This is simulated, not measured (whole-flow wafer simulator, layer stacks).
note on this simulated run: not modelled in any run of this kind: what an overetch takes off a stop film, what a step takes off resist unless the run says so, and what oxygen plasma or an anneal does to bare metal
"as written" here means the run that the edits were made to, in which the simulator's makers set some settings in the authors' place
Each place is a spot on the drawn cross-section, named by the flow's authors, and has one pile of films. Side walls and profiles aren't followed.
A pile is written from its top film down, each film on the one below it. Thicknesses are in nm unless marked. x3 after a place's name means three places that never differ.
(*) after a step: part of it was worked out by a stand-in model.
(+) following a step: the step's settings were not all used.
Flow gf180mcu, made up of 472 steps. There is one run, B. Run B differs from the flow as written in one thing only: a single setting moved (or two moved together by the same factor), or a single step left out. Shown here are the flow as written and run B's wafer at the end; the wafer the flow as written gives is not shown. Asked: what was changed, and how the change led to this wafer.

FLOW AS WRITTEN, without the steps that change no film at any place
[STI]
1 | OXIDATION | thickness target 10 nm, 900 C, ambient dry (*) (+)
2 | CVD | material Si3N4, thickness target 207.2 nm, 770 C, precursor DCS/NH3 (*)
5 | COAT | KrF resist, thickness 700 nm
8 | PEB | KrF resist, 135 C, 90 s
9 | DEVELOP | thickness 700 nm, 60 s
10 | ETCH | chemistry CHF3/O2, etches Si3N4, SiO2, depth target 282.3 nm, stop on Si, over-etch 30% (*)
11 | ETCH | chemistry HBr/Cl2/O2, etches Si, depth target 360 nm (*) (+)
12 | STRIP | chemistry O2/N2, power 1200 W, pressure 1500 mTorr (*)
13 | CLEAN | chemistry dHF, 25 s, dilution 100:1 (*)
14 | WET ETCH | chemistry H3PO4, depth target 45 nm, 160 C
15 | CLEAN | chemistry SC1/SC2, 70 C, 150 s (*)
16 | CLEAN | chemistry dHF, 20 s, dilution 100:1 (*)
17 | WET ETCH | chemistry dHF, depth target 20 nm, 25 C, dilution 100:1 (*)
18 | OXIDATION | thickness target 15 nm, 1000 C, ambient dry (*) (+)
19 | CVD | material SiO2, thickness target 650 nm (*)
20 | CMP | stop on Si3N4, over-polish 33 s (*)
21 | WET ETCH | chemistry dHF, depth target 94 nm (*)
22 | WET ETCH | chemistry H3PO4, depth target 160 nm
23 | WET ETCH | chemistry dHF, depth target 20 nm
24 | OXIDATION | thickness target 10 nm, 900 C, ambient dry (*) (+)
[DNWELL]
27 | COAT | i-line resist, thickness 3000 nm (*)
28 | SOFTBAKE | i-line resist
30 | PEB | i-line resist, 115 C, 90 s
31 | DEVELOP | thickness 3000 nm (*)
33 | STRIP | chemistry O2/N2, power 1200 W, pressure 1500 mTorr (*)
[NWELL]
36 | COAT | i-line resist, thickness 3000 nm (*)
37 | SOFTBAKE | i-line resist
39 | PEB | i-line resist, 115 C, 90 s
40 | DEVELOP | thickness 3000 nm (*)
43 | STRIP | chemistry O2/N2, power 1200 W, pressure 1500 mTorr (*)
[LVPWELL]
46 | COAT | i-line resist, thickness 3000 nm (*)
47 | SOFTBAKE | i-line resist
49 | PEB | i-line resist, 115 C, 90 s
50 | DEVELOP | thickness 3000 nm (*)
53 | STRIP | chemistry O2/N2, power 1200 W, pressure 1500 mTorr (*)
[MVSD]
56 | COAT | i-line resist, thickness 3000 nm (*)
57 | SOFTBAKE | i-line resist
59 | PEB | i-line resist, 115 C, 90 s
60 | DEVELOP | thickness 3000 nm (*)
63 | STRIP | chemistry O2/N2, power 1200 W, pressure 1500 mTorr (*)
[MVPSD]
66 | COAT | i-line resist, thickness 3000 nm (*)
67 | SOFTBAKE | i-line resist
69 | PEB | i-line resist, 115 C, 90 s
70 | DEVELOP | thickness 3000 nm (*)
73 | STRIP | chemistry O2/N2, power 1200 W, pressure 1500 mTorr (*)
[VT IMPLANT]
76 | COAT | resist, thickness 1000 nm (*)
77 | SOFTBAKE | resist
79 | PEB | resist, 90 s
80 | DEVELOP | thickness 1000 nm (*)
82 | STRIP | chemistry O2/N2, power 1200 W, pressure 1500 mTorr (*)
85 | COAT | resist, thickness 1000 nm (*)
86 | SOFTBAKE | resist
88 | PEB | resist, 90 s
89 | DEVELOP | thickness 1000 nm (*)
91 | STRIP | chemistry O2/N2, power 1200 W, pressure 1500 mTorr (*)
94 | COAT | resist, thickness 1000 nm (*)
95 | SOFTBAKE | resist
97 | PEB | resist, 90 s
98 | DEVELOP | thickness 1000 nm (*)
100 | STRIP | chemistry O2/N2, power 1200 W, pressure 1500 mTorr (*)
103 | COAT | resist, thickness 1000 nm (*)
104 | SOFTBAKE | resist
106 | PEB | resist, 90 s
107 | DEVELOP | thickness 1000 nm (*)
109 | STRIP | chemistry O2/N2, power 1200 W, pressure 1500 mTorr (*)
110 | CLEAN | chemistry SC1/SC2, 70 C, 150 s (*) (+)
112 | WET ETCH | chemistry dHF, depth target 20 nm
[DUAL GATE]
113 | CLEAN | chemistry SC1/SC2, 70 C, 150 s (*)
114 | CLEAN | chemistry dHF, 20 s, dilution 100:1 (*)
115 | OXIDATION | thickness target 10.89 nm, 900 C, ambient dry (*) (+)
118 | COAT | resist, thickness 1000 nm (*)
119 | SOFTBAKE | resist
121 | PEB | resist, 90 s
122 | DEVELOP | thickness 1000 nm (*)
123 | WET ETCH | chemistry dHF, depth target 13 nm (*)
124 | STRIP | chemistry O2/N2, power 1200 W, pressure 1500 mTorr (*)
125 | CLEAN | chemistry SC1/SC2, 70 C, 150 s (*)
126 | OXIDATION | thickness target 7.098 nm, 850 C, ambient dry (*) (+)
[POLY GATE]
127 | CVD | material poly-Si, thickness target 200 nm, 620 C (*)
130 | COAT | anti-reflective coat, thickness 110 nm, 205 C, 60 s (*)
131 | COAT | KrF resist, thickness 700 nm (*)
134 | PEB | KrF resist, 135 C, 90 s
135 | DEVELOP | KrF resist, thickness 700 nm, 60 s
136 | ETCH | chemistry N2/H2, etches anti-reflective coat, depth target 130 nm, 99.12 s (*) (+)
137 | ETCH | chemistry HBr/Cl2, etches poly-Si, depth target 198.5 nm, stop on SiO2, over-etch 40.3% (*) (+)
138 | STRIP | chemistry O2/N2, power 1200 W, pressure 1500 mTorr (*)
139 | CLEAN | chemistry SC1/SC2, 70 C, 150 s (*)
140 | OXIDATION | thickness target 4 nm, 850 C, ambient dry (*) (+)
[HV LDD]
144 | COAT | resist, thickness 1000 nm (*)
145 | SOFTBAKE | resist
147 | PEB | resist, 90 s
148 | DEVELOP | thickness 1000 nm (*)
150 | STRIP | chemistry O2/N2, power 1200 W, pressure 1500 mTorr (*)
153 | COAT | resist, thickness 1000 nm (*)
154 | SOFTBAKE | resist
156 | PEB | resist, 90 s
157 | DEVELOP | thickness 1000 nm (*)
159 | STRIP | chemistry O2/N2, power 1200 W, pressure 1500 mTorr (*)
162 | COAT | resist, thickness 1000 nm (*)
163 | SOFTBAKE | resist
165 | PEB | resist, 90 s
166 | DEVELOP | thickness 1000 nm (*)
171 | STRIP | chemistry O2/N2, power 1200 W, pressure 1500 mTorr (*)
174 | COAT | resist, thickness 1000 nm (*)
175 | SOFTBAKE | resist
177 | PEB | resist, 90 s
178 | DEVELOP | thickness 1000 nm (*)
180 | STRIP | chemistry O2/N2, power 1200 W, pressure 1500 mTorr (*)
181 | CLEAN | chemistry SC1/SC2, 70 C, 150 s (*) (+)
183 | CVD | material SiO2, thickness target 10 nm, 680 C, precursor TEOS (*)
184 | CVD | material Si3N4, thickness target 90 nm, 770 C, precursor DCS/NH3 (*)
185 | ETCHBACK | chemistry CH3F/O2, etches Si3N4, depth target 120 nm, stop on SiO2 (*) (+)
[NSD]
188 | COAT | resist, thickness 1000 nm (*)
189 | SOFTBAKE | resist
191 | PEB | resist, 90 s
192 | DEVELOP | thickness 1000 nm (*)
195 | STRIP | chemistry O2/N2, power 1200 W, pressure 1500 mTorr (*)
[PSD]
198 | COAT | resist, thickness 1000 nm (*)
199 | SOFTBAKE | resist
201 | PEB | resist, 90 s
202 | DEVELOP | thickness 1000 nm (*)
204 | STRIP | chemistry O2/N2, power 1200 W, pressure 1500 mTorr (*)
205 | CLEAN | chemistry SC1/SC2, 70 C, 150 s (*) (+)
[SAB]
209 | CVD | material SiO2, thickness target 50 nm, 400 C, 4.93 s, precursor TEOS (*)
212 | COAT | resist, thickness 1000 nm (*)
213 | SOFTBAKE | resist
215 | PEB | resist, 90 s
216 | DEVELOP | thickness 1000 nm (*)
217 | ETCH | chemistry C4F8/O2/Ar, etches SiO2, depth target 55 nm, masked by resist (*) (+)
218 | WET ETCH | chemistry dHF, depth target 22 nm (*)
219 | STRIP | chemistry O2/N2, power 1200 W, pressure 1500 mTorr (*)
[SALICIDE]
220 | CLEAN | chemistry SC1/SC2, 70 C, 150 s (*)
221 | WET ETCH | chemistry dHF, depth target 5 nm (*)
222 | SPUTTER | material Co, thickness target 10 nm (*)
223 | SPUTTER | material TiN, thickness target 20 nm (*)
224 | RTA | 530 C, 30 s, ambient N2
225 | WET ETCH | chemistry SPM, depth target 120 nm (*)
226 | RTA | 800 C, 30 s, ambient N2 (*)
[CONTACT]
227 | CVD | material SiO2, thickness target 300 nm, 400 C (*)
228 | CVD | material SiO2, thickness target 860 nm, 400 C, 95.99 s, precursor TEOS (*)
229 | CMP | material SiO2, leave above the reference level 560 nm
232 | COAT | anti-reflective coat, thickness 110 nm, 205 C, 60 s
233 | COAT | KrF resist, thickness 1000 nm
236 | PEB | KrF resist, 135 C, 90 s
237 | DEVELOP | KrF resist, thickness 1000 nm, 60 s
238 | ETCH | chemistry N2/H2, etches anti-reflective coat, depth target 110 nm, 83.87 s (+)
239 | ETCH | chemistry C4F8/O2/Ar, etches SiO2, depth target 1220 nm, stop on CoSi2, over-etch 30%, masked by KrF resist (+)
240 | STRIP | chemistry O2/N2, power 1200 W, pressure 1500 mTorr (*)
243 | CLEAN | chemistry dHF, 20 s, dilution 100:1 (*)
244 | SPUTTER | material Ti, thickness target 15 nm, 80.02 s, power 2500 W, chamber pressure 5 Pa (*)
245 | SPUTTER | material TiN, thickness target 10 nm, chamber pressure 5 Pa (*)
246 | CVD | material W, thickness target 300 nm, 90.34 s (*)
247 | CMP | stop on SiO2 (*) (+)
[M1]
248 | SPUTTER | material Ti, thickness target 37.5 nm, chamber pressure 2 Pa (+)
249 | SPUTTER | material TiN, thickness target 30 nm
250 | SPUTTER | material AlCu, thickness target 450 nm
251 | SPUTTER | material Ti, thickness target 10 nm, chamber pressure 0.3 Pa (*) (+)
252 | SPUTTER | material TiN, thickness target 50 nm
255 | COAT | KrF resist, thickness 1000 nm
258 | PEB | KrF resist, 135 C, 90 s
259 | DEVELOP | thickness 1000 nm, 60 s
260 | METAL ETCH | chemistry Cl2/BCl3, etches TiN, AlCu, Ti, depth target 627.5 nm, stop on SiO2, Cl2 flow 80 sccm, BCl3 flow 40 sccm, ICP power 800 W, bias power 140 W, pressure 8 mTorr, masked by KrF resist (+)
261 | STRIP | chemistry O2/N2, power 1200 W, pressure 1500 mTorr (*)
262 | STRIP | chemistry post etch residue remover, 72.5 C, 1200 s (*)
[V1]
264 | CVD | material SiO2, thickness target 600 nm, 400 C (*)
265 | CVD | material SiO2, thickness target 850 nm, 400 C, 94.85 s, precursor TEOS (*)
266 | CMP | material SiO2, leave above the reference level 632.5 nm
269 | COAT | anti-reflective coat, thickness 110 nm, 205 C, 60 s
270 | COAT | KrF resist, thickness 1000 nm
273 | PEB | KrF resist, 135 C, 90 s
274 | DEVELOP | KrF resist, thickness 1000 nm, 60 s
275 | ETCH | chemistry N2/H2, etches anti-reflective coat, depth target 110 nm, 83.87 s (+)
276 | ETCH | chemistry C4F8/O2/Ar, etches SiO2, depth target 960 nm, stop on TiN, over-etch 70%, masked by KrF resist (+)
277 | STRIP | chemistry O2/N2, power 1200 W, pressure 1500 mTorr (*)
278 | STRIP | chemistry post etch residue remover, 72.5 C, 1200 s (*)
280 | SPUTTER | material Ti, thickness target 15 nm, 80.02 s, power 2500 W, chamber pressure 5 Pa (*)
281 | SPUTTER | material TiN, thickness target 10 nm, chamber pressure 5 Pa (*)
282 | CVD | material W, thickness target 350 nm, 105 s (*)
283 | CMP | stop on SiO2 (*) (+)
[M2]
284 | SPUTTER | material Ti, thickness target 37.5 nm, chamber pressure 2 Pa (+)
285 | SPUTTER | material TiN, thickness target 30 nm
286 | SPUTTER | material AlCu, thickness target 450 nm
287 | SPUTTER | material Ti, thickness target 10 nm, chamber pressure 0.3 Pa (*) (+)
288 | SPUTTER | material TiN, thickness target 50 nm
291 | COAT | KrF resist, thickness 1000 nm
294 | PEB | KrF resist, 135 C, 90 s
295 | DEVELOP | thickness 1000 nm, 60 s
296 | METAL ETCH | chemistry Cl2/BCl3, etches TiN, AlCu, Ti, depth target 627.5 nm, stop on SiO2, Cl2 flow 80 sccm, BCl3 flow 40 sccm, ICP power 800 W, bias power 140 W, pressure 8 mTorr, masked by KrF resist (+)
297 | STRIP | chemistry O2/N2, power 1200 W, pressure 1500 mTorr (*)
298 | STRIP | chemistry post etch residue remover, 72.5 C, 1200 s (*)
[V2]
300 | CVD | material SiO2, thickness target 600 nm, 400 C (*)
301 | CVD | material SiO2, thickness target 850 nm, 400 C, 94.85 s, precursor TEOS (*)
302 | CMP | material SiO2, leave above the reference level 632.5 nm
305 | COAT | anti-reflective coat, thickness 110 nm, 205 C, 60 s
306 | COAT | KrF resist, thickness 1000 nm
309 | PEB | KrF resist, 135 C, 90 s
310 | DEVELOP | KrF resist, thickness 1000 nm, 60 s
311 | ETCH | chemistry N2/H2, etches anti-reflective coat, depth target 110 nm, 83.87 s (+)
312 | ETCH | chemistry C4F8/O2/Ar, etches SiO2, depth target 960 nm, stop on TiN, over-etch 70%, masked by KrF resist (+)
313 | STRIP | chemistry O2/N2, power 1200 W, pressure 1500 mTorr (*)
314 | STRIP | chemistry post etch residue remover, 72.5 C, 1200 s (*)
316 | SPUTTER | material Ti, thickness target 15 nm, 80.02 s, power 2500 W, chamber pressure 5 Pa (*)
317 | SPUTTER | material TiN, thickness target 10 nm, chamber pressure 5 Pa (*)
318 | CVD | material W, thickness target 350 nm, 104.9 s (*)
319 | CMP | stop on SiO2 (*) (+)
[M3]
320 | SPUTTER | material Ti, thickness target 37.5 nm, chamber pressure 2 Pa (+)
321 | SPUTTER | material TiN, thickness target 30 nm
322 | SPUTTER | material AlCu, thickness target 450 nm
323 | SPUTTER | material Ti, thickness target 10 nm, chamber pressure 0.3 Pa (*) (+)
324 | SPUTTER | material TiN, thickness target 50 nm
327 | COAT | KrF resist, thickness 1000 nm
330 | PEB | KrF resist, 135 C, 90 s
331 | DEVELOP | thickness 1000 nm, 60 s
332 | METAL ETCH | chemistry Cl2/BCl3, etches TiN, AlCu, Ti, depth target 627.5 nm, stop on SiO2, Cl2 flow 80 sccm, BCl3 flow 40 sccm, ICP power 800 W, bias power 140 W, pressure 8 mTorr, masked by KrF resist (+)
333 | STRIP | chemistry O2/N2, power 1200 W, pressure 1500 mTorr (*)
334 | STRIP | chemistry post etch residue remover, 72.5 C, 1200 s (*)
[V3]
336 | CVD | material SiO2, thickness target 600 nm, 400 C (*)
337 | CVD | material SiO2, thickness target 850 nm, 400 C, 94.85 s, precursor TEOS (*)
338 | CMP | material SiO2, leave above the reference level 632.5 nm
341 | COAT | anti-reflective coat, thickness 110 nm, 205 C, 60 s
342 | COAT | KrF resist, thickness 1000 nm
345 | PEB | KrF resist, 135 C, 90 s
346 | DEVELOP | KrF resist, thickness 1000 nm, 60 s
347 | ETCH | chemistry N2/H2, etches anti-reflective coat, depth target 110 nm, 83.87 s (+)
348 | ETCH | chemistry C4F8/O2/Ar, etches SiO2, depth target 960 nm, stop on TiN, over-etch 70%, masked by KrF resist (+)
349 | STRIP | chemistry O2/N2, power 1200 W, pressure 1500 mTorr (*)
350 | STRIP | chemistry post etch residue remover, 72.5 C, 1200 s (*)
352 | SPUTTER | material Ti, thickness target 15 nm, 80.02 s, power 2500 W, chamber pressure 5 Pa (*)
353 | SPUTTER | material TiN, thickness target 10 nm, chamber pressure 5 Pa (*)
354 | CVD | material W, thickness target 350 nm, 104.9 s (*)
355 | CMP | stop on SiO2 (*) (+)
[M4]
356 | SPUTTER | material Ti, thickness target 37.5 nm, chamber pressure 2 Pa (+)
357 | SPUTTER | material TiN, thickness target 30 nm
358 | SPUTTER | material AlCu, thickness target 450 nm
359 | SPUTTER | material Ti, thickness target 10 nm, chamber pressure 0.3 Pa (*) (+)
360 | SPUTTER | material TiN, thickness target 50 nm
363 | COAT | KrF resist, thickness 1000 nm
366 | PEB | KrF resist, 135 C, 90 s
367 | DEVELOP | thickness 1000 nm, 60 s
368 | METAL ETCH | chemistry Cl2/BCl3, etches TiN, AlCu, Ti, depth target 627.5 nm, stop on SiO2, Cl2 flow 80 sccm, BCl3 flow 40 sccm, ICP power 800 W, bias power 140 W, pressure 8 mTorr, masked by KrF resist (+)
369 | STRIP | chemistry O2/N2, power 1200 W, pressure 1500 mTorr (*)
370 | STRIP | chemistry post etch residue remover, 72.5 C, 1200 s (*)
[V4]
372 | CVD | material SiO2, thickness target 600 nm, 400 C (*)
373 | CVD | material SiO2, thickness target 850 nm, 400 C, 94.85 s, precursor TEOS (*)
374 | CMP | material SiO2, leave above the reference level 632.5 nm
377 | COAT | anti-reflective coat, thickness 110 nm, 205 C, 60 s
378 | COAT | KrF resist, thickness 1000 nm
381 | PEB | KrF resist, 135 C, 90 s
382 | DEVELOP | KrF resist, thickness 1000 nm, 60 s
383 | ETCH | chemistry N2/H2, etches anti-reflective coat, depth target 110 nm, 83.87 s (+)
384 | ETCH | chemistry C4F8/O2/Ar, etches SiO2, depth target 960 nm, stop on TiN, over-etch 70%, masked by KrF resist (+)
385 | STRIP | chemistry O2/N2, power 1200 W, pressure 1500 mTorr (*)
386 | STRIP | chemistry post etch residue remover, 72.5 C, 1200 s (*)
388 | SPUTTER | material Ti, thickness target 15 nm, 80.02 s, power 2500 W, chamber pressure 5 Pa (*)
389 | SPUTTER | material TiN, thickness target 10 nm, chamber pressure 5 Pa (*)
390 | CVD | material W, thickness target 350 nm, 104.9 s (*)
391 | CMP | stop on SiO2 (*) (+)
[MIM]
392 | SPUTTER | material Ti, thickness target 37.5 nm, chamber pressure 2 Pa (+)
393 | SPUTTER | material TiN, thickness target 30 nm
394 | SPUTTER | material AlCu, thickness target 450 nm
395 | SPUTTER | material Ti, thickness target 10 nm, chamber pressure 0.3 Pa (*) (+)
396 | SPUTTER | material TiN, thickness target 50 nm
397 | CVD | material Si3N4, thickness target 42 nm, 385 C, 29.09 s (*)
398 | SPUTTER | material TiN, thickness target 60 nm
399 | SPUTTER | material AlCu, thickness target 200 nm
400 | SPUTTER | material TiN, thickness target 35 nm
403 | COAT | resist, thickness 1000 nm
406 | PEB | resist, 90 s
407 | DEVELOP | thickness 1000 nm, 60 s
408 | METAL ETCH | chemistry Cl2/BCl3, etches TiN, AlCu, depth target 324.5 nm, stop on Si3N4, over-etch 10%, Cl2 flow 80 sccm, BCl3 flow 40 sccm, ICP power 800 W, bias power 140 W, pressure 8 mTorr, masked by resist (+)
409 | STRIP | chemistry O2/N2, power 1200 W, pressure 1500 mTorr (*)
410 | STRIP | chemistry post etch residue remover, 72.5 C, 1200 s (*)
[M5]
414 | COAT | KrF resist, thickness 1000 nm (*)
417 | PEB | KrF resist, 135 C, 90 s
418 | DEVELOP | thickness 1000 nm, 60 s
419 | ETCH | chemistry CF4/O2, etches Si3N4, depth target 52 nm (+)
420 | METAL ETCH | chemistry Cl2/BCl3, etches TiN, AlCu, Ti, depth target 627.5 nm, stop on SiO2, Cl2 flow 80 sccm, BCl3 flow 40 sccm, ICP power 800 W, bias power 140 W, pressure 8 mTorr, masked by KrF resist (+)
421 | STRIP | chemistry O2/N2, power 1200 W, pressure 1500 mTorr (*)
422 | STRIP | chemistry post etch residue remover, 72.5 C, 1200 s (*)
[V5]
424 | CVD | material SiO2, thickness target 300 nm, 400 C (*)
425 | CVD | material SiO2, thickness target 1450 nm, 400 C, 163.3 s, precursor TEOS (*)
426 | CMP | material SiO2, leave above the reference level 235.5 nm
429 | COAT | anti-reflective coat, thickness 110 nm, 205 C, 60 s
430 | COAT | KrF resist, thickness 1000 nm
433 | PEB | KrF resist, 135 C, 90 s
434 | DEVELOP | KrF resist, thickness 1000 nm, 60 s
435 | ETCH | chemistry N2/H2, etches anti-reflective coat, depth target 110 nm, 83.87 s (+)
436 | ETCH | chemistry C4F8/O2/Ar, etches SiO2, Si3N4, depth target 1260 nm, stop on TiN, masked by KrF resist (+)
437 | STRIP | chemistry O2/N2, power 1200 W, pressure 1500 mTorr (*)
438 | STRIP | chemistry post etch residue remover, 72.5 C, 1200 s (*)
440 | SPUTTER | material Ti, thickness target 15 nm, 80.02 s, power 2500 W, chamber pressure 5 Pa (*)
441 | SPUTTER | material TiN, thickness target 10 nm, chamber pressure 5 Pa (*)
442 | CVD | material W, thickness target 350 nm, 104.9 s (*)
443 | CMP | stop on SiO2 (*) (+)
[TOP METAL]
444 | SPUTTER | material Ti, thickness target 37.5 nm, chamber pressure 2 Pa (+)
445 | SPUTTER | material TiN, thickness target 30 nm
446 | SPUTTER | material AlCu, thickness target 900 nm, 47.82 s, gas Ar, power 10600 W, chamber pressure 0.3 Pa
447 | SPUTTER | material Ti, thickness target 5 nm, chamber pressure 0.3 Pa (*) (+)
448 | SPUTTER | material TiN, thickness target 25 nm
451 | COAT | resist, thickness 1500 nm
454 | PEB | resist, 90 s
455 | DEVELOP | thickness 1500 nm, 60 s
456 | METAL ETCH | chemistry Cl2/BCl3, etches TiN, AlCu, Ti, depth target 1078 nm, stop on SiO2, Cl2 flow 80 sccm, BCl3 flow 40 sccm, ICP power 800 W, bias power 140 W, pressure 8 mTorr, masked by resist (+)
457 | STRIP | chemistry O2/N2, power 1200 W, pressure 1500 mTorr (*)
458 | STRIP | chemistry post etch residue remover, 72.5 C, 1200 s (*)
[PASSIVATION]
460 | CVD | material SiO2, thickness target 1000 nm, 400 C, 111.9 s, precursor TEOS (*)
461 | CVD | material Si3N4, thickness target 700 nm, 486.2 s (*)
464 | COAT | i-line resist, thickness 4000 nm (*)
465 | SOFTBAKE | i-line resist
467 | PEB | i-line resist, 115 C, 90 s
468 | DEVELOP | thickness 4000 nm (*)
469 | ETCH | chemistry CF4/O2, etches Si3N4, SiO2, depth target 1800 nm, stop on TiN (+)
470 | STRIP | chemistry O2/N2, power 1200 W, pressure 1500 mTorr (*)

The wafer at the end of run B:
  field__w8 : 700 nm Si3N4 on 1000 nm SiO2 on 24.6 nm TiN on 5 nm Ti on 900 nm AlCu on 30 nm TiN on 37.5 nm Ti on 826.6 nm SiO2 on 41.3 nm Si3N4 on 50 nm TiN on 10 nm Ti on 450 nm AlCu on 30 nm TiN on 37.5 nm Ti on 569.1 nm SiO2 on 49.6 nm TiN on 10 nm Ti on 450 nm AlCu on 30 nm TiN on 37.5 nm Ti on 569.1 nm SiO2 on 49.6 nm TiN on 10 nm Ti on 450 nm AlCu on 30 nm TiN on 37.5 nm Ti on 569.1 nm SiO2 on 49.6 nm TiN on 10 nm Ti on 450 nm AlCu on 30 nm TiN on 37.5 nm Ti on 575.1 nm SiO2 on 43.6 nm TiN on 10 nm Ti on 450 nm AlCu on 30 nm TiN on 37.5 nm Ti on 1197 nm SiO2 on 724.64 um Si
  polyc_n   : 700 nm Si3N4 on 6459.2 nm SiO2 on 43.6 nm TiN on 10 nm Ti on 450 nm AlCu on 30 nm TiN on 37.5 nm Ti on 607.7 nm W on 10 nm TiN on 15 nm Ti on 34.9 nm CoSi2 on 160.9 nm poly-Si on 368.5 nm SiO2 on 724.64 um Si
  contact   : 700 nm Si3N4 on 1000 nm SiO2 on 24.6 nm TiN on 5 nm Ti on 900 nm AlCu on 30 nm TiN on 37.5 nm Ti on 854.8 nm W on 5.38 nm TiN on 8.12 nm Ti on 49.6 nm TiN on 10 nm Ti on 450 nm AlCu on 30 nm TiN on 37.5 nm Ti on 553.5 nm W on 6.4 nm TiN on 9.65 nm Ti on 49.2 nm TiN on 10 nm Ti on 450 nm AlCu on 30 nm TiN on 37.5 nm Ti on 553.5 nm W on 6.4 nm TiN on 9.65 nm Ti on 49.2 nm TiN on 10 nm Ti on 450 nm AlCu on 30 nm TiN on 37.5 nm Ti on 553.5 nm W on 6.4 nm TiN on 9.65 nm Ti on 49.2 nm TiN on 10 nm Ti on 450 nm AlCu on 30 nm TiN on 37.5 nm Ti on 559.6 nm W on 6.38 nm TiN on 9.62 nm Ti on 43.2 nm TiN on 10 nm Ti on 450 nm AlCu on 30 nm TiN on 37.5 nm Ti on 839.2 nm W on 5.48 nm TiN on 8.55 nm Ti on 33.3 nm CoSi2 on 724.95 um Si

The reason: step 252, SPUTTER: thickness target 44 nm was run, while the flow as written has thickness target 50 nm.

How this came from the change, step by step:
  252 | SPUTTER | material TiN, thickness target 50 nm
      field, field__w1, field__w2 and 108 more: +44 TiN (new film) (it would be, as written: +50 TiN (new film))
  260 | METAL ETCH | chemistry Cl2/BCl3, etches TiN, AlCu, Ti, depth target 627.5 nm, stop on SiO2, Cl2 flow 80 sccm, BCl3 flow 40 sccm, ICP power 800 W, bias power 140 W, pressure 8 mTorr, masked by KrF resist (+)
      field, field__w1, field__w2 and 99 more: -44 TiN (all of it), -10 Ti (all of it), -450 AlCu (all of it), -30 TiN (all of it), -37.5 Ti (all of it) (it would be, as written: -50 TiN (all of it), -10 Ti (all of it), -450 AlCu (all of it), -30 TiN (all of it), -37.5 Ti (all of it))
